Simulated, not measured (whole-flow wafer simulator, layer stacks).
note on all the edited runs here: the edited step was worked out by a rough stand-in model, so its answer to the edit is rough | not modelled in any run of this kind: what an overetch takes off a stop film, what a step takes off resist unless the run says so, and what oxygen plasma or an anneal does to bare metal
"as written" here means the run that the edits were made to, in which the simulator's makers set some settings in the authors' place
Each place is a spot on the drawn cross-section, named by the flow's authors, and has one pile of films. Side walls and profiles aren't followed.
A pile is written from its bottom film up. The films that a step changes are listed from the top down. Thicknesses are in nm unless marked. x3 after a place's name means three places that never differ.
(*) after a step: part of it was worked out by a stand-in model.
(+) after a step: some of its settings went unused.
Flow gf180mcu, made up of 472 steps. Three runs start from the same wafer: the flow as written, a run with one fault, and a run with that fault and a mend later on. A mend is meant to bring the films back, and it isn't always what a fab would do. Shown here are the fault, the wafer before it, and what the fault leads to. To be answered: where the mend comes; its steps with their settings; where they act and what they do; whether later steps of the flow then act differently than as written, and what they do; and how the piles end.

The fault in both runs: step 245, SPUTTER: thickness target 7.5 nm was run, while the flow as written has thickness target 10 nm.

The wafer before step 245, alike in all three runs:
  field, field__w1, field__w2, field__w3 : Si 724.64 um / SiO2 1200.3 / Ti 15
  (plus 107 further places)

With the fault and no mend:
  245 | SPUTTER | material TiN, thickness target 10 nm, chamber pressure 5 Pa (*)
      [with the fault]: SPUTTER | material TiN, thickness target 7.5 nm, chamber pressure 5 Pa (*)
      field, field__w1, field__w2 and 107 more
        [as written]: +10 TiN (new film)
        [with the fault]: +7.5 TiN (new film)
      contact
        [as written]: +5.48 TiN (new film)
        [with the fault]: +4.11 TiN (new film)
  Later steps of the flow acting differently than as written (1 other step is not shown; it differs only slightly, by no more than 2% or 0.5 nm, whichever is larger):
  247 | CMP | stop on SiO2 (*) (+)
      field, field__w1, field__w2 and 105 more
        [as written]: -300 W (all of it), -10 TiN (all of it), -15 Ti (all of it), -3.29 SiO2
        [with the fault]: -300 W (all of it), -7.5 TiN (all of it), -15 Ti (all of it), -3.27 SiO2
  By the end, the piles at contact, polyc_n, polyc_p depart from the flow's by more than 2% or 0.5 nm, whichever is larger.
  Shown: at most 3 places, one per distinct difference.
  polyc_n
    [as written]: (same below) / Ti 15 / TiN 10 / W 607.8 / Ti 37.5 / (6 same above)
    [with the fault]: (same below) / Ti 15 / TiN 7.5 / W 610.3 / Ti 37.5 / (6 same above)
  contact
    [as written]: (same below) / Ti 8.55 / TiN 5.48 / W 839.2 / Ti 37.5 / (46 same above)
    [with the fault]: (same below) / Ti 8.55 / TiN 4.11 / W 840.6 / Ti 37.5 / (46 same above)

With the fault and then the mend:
  The mend follows step 245.
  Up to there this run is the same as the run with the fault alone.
  245a | SPUTTER | material TiN, thickness target 2.5 nm, chamber pressure 5 Pa (*) (the flow's step 245, run once more with other settings)
      field, field__w1, field__w2 and 107 more
        +2.5 TiN
      contact
        +1.37 TiN
  Every later step of the flow that is run acts as written at every place that is followed.
  The piles end the same as the flow's at every place that both follow.
